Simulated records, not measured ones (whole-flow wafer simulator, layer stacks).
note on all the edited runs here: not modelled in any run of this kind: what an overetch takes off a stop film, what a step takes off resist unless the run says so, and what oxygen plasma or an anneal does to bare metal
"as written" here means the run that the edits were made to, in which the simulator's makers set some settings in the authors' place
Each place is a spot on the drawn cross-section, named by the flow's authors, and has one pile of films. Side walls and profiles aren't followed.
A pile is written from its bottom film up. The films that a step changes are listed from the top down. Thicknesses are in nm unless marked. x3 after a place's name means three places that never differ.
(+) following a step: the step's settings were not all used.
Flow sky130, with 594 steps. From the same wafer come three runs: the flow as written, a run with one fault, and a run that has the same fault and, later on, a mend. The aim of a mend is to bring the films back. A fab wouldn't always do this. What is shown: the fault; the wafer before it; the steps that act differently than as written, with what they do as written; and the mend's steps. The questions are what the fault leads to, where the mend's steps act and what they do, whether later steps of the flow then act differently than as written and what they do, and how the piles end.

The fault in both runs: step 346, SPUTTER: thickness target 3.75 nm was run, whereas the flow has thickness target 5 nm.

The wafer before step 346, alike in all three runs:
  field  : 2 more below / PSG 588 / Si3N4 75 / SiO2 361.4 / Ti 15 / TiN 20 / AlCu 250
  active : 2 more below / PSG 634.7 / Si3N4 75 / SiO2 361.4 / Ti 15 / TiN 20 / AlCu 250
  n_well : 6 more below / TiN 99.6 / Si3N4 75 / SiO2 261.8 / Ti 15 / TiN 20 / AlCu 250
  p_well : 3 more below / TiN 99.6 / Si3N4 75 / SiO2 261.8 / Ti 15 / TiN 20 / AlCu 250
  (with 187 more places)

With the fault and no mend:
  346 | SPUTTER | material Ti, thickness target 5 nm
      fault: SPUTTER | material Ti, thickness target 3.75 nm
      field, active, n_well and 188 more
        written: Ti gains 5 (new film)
        fault: Ti gains 3.75 (new film)
  Steps further on in the flow that do not act as written (12 more steps, not shown, differ only slightly: by at most 2% or 0.5 nm, whichever is larger):
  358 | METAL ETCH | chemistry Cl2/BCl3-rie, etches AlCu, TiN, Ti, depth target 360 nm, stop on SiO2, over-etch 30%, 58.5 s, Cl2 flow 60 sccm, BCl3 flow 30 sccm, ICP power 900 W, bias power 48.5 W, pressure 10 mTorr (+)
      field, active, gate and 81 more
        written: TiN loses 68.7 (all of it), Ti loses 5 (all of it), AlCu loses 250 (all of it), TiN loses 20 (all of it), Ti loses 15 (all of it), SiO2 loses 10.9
        fault: TiN loses 68.7 (all of it), Ti loses 3.75 (all of it), AlCu loses 250 (all of it), TiN loses 20 (all of it), Ti loses 15 (all of it), SiO2 loses 11.1
  The piles end different from the flow's at n_well, p_well, gate_hv and 104 more by more than 2% or 0.5 nm, whichever is larger.
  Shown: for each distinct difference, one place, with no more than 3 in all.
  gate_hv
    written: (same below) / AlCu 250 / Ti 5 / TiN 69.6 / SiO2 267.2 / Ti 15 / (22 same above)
    fault: (same below) / AlCu 250 / Ti 3.75 / TiN 69.6 / SiO2 268.5 / Ti 15 / (22 same above)
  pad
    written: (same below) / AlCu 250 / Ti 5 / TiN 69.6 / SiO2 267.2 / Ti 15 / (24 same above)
    fault: (same below) / AlCu 250 / Ti 3.75 / TiN 69.6 / SiO2 268.5 / Ti 15 / (24 same above)
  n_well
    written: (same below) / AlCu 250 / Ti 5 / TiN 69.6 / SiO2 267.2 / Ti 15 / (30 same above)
    fault: (same below) / AlCu 250 / Ti 3.75 / TiN 69.6 / SiO2 268.5 / Ti 15 / (30 same above)

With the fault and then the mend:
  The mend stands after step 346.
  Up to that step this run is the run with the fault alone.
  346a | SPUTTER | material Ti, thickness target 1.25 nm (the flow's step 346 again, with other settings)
      field, active, n_well and 188 more
        Ti gains 1.25
  Later steps of the flow that are run all act as written at every place that is followed.
  By the end, the piles equal the flow's at every place that both follow.
